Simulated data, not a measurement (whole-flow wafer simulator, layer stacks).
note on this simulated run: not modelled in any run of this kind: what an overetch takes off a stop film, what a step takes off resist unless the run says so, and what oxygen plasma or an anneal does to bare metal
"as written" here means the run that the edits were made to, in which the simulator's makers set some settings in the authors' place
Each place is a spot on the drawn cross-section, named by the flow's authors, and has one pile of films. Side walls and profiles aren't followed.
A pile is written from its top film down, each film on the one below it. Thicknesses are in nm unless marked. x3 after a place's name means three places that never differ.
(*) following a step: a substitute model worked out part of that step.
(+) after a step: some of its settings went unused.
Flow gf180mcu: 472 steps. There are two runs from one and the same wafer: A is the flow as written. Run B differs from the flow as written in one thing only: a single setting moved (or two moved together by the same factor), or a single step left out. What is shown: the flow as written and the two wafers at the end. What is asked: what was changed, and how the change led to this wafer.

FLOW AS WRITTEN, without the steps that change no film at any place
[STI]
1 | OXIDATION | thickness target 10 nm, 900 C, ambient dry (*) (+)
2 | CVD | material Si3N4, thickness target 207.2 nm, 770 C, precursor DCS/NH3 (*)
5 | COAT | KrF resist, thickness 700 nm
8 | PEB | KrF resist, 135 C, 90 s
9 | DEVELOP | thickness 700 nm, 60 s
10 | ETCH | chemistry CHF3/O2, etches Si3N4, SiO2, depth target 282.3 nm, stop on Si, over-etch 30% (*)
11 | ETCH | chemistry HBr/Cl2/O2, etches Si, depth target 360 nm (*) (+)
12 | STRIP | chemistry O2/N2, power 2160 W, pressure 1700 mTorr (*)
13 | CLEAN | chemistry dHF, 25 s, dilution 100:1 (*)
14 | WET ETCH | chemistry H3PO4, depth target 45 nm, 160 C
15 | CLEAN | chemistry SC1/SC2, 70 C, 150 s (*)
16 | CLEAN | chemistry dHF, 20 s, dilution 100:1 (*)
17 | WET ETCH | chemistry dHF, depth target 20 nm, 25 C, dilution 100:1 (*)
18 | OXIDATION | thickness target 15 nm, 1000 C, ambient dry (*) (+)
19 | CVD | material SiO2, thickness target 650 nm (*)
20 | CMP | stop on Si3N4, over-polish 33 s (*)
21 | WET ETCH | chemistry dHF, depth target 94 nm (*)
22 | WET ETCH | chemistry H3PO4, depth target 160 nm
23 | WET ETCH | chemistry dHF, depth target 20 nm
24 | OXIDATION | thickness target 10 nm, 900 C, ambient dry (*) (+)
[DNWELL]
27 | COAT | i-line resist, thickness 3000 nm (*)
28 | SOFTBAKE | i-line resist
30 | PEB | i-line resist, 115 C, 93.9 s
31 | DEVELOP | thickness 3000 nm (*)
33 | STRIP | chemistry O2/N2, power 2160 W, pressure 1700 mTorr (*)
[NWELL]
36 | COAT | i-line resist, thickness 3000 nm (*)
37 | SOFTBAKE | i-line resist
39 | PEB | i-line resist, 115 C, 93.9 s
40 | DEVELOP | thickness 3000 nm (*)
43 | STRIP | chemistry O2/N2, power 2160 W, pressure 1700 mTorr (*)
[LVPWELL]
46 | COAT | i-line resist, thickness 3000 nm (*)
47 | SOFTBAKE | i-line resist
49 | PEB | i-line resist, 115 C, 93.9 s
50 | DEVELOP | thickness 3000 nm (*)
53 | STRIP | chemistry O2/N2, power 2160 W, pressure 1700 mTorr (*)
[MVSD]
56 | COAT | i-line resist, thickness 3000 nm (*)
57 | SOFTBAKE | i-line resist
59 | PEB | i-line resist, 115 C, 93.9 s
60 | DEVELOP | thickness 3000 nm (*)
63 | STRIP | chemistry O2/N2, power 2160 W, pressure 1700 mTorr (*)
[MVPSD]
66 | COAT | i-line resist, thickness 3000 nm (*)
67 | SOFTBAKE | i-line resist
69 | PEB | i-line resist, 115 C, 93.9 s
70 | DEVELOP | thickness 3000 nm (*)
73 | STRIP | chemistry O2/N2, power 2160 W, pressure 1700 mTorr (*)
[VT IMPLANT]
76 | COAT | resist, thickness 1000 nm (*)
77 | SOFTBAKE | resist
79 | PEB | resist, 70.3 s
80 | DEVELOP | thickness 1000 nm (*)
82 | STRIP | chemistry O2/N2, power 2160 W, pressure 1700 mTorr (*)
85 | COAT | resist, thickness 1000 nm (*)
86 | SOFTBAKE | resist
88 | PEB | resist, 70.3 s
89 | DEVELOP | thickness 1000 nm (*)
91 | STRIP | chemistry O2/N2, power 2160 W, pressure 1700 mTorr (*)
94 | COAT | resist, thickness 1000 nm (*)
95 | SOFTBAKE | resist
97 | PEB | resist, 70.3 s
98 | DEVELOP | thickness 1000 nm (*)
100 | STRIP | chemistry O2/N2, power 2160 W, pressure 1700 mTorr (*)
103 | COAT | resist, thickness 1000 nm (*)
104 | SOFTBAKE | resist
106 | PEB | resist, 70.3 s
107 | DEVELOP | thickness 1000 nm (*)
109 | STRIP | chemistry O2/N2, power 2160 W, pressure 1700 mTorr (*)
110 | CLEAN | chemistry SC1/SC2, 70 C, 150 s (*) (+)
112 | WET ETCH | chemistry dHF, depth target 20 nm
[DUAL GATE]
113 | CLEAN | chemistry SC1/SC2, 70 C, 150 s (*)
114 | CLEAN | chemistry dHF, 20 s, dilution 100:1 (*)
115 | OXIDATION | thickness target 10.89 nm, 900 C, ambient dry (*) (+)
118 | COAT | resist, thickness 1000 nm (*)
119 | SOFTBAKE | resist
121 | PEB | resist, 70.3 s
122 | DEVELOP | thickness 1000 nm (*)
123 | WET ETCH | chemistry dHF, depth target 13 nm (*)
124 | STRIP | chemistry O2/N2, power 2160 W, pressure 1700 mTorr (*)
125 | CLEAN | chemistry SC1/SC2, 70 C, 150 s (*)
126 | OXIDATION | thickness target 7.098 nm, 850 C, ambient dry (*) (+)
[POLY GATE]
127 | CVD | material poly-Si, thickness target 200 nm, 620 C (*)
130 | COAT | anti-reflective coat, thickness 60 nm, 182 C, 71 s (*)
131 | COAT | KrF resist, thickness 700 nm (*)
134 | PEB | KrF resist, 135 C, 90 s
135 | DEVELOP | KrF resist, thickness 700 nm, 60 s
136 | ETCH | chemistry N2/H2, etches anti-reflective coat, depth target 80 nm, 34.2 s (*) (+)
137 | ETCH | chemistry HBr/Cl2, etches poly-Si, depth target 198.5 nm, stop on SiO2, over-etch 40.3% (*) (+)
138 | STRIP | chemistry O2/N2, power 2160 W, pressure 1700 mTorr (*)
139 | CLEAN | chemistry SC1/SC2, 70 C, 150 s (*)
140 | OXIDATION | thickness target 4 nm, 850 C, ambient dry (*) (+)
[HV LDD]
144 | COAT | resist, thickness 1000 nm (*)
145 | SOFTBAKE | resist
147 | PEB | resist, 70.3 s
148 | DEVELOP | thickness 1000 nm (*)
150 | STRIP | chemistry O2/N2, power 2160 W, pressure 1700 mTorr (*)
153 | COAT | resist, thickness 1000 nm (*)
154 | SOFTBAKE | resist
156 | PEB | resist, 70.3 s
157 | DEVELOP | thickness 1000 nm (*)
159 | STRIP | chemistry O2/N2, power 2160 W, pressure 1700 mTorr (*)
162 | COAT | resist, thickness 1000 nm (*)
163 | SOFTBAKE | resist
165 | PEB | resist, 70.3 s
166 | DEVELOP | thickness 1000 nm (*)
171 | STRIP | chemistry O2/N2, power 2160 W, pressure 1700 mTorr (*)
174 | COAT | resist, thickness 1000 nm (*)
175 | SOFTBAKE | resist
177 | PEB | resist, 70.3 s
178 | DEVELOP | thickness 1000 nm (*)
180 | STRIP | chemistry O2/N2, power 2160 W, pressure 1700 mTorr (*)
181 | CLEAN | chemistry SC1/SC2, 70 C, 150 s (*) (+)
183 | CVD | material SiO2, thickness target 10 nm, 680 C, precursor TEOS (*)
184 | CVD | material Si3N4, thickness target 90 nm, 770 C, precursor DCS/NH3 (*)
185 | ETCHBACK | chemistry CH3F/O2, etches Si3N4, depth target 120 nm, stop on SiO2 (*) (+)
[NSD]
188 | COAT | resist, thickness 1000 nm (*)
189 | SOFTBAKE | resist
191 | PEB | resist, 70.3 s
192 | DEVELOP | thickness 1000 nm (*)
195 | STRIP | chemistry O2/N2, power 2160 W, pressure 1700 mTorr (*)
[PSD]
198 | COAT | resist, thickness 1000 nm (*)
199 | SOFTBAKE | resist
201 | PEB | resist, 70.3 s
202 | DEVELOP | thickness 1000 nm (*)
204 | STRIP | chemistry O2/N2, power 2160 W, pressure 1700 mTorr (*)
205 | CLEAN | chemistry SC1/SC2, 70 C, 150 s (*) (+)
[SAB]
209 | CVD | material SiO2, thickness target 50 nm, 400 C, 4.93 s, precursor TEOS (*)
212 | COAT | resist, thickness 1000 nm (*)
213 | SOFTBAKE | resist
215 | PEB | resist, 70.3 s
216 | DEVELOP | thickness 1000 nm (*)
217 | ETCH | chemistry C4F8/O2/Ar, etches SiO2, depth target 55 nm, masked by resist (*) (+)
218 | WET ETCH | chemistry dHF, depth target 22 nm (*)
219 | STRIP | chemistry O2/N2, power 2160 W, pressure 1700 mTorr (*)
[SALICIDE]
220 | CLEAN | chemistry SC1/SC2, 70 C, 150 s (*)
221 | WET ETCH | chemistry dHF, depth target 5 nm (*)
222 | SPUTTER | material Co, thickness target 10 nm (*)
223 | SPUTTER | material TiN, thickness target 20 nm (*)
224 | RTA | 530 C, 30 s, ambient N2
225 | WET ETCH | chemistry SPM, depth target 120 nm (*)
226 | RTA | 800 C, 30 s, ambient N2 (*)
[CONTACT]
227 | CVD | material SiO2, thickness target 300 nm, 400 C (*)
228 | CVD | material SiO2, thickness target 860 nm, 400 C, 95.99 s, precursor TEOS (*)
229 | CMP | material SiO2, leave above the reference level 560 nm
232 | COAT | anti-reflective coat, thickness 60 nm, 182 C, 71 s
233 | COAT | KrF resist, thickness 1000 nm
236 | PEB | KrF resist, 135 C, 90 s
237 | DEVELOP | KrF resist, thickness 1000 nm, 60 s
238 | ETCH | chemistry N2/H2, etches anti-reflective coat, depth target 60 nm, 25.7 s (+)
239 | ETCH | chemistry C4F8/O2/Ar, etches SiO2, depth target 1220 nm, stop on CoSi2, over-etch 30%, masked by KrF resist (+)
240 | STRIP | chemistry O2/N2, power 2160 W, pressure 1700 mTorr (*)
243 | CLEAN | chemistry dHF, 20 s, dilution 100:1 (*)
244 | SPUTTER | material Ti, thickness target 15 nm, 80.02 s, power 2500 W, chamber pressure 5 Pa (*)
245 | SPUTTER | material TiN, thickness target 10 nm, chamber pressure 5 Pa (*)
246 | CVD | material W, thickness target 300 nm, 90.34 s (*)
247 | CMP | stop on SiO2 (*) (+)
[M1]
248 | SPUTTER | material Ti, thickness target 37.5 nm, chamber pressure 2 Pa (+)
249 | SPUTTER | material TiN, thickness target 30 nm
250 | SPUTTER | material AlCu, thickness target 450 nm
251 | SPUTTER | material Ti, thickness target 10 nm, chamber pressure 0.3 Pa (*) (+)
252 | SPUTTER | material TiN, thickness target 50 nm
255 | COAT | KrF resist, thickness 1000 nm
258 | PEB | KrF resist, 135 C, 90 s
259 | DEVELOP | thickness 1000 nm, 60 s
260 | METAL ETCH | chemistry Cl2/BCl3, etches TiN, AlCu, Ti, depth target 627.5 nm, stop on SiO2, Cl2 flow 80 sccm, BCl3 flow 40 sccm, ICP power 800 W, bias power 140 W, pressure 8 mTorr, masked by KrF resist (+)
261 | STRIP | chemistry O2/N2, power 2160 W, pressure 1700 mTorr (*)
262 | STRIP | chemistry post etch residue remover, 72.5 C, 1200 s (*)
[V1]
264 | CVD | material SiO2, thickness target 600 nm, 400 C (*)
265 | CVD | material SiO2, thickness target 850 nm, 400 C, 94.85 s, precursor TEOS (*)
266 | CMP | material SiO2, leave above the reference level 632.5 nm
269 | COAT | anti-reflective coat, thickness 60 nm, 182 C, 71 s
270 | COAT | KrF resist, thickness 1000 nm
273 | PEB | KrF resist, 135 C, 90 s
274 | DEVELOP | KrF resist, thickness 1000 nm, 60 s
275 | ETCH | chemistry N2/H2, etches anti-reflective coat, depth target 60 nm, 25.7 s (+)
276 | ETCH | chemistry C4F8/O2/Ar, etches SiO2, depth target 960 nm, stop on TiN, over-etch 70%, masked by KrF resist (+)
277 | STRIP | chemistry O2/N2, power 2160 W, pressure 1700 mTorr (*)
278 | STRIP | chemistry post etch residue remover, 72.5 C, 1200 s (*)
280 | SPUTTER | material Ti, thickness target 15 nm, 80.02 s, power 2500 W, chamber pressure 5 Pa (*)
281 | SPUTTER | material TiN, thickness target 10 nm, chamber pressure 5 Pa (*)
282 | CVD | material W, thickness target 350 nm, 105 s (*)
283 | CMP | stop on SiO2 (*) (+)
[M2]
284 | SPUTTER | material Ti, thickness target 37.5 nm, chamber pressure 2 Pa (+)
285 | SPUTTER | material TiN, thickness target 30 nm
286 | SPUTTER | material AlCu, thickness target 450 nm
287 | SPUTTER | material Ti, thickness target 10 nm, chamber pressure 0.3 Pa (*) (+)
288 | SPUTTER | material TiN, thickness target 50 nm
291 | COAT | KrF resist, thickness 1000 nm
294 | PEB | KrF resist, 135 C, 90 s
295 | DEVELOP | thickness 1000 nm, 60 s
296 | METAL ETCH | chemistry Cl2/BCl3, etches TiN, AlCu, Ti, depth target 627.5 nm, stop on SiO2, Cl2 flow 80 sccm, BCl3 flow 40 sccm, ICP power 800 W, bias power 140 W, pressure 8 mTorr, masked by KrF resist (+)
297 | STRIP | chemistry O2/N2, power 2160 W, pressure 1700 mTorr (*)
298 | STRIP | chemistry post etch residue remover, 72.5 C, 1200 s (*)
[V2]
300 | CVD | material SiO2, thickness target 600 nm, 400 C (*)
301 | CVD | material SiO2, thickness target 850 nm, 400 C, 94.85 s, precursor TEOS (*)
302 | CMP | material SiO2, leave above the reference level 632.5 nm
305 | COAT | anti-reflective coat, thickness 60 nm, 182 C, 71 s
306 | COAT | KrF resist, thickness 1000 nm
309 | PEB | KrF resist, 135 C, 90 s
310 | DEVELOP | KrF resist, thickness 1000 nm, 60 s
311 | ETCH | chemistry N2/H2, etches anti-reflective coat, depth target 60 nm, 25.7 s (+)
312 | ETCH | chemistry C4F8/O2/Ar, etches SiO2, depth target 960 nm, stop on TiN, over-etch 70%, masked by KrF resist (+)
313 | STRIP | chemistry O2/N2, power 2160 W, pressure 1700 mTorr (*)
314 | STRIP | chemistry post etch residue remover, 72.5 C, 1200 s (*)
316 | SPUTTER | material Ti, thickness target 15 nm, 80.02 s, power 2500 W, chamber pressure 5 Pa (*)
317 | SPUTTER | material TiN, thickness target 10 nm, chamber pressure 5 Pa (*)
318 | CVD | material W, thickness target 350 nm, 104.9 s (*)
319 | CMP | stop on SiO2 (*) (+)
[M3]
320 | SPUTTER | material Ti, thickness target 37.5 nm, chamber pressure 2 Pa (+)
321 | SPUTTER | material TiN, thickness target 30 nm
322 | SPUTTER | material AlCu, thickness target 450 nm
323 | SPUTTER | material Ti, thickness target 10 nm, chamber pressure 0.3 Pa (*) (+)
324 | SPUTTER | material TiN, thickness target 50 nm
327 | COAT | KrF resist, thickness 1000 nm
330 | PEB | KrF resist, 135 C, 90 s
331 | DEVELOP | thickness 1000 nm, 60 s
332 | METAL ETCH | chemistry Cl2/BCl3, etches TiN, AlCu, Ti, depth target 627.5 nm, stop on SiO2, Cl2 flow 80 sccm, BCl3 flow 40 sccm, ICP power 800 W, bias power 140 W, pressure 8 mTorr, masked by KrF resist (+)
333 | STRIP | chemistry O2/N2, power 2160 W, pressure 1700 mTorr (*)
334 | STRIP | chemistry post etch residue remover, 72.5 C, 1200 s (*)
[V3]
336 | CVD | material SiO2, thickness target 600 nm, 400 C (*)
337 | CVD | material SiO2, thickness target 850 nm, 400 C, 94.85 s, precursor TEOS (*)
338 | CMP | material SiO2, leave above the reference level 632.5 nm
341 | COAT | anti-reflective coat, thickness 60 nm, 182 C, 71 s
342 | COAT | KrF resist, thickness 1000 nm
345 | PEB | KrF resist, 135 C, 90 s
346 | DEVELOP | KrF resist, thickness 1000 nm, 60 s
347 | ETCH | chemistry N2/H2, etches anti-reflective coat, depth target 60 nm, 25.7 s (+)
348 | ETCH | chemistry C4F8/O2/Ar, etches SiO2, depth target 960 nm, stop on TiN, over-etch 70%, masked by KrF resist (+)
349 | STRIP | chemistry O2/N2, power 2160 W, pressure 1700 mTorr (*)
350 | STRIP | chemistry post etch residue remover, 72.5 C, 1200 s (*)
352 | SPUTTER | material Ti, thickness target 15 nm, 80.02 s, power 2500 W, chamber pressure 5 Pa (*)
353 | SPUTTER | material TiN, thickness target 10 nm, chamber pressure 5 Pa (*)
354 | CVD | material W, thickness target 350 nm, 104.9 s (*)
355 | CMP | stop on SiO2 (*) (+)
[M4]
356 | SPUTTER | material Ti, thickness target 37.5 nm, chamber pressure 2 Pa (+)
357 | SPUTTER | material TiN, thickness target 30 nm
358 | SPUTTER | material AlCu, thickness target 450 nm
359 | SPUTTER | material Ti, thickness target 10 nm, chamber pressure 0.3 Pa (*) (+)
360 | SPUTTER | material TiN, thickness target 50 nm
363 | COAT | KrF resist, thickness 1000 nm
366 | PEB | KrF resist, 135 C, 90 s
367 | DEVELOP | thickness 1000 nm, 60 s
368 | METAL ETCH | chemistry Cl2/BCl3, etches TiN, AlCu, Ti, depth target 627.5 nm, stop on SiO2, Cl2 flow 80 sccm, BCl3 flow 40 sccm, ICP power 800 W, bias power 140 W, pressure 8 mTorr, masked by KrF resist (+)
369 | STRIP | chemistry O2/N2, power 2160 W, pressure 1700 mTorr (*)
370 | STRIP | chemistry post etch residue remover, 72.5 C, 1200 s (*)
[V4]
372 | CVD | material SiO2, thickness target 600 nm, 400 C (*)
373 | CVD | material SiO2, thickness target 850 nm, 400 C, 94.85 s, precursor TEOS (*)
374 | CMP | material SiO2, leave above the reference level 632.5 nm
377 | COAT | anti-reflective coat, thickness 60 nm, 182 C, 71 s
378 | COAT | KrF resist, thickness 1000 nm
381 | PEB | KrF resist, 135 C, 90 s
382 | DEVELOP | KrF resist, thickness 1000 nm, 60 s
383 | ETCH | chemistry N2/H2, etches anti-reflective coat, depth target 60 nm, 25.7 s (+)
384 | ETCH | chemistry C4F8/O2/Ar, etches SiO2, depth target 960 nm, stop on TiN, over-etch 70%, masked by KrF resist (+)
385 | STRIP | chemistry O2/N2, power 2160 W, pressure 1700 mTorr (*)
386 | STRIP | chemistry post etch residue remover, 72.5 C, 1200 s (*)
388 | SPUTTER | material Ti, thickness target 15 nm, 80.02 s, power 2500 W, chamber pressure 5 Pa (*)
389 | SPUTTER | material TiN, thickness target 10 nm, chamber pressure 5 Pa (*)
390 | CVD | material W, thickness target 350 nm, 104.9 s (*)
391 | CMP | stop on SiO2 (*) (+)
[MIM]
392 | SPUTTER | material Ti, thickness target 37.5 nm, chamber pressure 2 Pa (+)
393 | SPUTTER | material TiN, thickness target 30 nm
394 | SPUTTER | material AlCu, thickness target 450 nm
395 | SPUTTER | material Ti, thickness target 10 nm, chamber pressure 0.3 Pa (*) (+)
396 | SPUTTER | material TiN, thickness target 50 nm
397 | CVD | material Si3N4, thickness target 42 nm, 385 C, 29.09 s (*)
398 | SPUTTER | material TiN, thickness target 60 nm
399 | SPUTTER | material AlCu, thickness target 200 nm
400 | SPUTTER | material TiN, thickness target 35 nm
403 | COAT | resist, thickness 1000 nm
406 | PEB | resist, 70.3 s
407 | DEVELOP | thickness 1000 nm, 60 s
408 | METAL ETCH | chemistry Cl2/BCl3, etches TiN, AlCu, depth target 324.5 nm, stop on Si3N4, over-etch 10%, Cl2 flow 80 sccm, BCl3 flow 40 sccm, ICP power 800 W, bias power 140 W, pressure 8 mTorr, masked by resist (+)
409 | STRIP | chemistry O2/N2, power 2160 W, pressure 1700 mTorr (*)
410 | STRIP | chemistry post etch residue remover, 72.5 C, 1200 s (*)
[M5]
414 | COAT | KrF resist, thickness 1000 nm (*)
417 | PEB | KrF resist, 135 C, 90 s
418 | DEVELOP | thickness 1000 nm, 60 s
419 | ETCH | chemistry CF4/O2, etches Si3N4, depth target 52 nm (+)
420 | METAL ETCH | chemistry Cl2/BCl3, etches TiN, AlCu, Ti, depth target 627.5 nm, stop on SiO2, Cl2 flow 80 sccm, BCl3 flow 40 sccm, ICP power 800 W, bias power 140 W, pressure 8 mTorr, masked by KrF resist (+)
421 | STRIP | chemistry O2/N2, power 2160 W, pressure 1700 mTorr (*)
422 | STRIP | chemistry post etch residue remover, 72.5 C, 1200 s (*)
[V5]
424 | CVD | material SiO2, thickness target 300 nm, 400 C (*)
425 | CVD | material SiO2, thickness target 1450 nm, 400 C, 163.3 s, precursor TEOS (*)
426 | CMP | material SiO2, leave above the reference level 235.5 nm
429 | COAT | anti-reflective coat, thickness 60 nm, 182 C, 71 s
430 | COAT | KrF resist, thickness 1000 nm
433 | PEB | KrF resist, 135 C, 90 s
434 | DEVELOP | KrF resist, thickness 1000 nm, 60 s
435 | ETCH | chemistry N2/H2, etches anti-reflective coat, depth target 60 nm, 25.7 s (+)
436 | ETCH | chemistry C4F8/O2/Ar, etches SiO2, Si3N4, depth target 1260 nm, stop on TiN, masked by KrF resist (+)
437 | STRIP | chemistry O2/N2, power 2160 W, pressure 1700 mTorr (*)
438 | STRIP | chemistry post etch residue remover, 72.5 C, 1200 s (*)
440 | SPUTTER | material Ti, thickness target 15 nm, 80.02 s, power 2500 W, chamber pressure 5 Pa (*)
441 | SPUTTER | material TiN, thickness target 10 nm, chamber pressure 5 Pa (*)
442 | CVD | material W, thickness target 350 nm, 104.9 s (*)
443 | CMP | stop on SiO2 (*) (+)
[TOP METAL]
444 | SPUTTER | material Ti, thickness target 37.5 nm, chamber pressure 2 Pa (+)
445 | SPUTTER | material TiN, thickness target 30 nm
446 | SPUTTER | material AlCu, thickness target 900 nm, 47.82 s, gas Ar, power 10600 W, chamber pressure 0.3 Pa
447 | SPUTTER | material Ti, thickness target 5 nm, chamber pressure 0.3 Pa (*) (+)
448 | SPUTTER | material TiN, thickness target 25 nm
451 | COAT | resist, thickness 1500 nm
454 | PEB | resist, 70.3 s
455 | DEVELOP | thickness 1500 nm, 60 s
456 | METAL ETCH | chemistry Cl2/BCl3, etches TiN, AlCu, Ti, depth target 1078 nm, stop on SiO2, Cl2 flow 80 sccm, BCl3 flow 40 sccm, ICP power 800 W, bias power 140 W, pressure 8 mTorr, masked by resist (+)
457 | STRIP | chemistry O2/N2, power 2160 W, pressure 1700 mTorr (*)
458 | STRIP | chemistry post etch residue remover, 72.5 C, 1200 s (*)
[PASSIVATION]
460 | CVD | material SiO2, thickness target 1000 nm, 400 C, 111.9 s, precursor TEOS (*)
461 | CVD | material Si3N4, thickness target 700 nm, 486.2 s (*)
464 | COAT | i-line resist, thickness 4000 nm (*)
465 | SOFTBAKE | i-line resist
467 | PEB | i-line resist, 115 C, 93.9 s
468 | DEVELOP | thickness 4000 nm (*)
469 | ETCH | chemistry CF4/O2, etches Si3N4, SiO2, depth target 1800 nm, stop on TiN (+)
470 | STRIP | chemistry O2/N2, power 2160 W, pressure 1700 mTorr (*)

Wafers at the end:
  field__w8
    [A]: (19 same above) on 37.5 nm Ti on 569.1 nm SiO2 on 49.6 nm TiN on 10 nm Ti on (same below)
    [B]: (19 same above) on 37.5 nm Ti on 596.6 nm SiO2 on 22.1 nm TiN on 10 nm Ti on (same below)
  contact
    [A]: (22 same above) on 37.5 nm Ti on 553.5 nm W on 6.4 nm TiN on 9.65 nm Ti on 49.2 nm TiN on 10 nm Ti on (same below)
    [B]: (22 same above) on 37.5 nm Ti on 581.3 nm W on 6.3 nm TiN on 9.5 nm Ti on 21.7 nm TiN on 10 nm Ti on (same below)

The reason: step 324, SPUTTER: thickness target 22.5 nm was run, while the flow as written has thickness target 50 nm.

Step by step, how the change led to this:
  324 | SPUTTER | material TiN, thickness target 50 nm
      field, field__w1, field__w2 and 108 more: A TiN gains 50 (new film) | B TiN gains 22.5 (new film)
  332 | METAL ETCH | chemistry Cl2/BCl3, etches TiN, AlCu, Ti, depth target 627.5 nm, stop on SiO2, Cl2 flow 80 sccm, BCl3 flow 40 sccm, ICP power 800 W, bias power 140 W, pressure 8 mTorr, masked by KrF resist (+)
      field, field__w1, field__w2 and 103 more: A TiN loses 50 (all of it), Ti loses 10 (all of it), AlCu loses 450 (all of it), TiN loses 30 (all of it), Ti loses 37.5 (all of it) | B TiN loses 22.5 (all of it), Ti loses 10 (all of it), AlCu loses 450 (all of it), TiN loses 30 (all of it), Ti loses 37.5 (all of it)
  338 | CMP | material SiO2, leave above the reference level 632.5 nm
      field__w8, contact, m1, m1__w1, m1_nw: A SiO2 loses 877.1 | B SiO2 loses 849.6
  348 | ETCH | chemistry C4F8/O2/Ar, etches SiO2, depth target 960 nm, stop on TiN, over-etch 70%, masked by KrF resist (+)
      contact: A SiO2 loses 572.5 (all of it) | B SiO2 loses 600 (all of it)
  354 | CVD | material W, thickness target 350 nm, 104.9 s (*)
      contact: A W gains 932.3 (new film) | B W gains 960 (new film)
